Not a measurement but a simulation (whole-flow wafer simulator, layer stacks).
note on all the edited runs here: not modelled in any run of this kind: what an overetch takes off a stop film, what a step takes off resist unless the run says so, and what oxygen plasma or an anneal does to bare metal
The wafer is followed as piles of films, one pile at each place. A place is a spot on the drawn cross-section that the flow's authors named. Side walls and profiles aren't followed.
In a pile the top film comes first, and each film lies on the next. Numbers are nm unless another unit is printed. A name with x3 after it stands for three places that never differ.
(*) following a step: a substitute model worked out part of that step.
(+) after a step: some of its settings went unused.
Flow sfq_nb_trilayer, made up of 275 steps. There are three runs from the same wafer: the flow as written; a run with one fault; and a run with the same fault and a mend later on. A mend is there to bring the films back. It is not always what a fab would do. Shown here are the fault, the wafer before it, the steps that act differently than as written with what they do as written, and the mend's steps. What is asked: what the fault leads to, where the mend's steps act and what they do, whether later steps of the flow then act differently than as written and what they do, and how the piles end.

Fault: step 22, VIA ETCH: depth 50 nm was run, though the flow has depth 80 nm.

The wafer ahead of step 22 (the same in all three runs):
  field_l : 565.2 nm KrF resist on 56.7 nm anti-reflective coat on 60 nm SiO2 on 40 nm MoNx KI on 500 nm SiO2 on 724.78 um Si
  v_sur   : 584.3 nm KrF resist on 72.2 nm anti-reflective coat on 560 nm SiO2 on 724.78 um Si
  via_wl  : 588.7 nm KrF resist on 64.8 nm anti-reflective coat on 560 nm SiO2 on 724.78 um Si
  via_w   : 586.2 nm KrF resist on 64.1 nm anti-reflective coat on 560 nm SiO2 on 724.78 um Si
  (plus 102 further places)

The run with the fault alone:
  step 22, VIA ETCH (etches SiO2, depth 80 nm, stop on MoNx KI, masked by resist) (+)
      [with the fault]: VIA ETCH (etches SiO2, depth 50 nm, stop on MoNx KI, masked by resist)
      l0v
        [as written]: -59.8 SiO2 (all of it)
        [with the fault]: -50 SiO2
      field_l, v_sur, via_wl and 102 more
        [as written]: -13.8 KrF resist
        [with the fault]: -8.62 KrF resist
  Later steps of the flow acting differently than as written (5 more steps, not shown, differ only slightly: by at most 2% or 0.5 nm, whichever is larger):
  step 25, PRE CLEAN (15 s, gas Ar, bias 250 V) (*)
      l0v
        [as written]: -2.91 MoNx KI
        [with the fault]: -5 SiO2
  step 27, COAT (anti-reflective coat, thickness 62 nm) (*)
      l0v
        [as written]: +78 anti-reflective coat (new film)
        [with the fault]: +75.6 anti-reflective coat (new film)
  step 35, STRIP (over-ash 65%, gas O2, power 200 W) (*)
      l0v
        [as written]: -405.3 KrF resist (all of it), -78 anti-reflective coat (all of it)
        [with the fault]: -400.4 KrF resist (all of it), -75.6 anti-reflective coat (all of it)
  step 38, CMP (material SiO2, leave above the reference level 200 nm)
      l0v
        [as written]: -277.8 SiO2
        [with the fault]: -286.8 SiO2
  The piles end different from the flow's at l0v by more than 2% or 0.5 nm, whichever is larger.
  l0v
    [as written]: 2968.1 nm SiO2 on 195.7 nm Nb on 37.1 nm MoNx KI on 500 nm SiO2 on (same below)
    [with the fault]: 2959 nm SiO2 on 197 nm Nb on 4.85 nm SiO2 on 40 nm MoNx KI on 500 nm SiO2 on (same below)

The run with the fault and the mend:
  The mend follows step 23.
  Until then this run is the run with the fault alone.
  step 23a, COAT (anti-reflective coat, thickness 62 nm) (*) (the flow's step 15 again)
      p4_fl x3, p4_w1 x9, p4_g1 x2 and 59 more
        +62 anti-reflective coat (new film)
      jj_sur, ce_l, c5j and 6 more
        +63.6 anti-reflective coat (new film)
      be, be_sur, gap, moat, field_r, lsp_l
        +63.7 anti-reflective coat (new film)
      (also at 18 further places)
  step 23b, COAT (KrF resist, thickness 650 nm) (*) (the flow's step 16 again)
      p4_fl x3, p4_w1 x9, p4_g1 x2 and 59 more
        +650 KrF resist (new film)
      jj_sur, ce_l, c5j, res, r_end
        +656.8 KrF resist (new film)
      ce_r, sp_r, be_r, r_sur
        +656.7 KrF resist (new film)
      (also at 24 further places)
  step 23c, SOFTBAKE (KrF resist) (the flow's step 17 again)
      alters no film at any place that is followed
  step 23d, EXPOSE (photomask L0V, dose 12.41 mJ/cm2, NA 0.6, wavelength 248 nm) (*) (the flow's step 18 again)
      alters no film at any place that is followed
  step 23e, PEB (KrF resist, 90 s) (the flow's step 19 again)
      p4_fl x3, p4_w1 x9, p4_g1 x2 and 59 more
        -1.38 KrF resist
      via_v, wire, be and 17 more
        -1.39 KrF resist
      v_sur, via_w, via_wr, via_sp, ln_m6
        -1.4 KrF resist
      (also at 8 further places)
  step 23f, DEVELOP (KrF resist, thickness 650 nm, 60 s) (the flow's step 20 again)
      field_l, v_sur, via_wl and 102 more
        -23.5 KrF resist
      l0v
        -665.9 KrF resist (all of it)
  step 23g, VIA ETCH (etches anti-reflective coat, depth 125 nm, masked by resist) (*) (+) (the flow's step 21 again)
      field_l, v_sur, via_wl and 102 more
        -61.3 KrF resist
      l0v
        -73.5 anti-reflective coat (all of it), -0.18 SiO2
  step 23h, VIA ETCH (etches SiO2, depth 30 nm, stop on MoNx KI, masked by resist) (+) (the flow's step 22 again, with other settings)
      field_l, v_sur, via_wl and 102 more
        -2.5 KrF resist
      l0v
        -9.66 SiO2 (all of it)
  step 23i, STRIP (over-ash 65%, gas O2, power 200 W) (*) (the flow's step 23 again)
      p4_fl x3, p4_w1 x9, p4_g1 x2 and 59 more
        -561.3 KrF resist (all of it), -62 anti-reflective coat (all of it)
      jj_sur, ce_l, c5j, res, r_end
        -568.1 KrF resist (all of it), -63.6 anti-reflective coat (all of it)
      ce_r, sp_r, be_r, r_sur
        -568 KrF resist (all of it), -63.6 anti-reflective coat (all of it)
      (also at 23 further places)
  None of the later steps of the flow acts differently than as written at any place that is followed.
  By the end, the piles equal the flow's at every place that both follow.
